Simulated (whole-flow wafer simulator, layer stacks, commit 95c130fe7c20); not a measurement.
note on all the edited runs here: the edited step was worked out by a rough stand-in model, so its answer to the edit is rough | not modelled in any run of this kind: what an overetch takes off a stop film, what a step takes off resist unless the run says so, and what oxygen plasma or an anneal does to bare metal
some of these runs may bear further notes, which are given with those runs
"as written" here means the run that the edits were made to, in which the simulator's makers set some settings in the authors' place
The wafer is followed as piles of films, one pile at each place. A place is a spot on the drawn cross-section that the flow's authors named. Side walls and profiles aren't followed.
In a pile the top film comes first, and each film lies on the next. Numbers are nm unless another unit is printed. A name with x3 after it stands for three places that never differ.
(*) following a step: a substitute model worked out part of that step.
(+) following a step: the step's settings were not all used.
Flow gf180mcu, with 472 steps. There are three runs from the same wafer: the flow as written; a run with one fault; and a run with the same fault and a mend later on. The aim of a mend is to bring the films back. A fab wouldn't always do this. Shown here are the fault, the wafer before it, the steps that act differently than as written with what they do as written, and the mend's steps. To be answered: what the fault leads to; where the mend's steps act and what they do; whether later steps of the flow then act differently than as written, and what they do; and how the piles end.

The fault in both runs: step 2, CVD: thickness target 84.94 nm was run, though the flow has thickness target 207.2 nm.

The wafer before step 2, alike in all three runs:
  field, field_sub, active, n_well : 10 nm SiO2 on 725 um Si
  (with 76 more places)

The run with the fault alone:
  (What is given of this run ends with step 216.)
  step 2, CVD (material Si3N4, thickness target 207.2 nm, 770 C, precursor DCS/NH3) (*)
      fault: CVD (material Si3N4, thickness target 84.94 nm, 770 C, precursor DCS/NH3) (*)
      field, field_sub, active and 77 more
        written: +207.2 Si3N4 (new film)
        fault: +84.9 Si3N4 (new film)
  Steps further on in the flow that do not act as written (6 other steps are not shown; they differ only slightly, by no more than 2% or 0.5 nm, whichever is larger):
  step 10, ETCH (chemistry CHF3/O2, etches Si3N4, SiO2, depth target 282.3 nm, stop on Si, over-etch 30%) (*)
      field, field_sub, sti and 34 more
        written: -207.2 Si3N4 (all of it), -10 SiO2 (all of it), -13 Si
        fault: -84.9 Si3N4 (all of it), -10 SiO2 (all of it), -37.5 Si
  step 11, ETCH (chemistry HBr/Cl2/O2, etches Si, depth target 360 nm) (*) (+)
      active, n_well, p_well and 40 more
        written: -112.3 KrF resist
        fault: -104.2 KrF resist
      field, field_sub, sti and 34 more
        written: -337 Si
        fault: -312.5 Si
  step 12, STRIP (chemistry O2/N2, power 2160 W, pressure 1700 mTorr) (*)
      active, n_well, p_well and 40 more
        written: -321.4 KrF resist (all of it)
        fault: -329.6 KrF resist (all of it)
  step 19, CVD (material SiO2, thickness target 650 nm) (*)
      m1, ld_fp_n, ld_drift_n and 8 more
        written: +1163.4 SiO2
        fault: +1041.2 SiO2
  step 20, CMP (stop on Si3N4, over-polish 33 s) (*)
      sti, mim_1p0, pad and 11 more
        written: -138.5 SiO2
        fault: -260.7 SiO2
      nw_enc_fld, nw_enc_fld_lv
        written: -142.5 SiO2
        fault: -264.7 SiO2
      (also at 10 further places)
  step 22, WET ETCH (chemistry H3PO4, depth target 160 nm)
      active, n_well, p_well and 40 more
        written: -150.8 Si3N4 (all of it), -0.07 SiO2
        fault: -28.5 Si3N4 (all of it), -1.03 SiO2
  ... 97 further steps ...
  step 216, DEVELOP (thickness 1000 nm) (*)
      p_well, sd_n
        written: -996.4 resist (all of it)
        fault: -887.8 resist (all of it)
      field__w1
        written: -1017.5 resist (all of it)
        fault: -1081.8 resist (all of it)
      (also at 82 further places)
  The piles after step 216 differ from the flow's at field, field__w1, field__w2 and 68 more by more than 2% or 0.5 nm, whichever is larger.
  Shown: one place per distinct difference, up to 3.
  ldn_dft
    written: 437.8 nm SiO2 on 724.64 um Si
    fault: 50 nm SiO2 on 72 nm Si3N4 on 270 nm SiO2 on 724.63 um Si
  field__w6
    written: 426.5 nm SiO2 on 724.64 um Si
    fault: 58.6 nm SiO2 on 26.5 nm poly-Si on 251.4 nm SiO2 on 724.63 um Si
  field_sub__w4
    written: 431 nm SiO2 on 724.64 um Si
    fault: 58.9 nm SiO2 on 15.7 nm poly-Si on 255.6 nm SiO2 on 724.63 um Si

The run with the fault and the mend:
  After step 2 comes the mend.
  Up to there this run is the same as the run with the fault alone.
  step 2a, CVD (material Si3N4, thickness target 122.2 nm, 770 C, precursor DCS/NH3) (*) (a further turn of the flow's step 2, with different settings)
      field, field_sub, active and 77 more
        +122.2 Si3N4
  Every later step of the flow that is run acts as written at every place that is followed.
  By the end, the piles equal the flow's at every place that both follow.
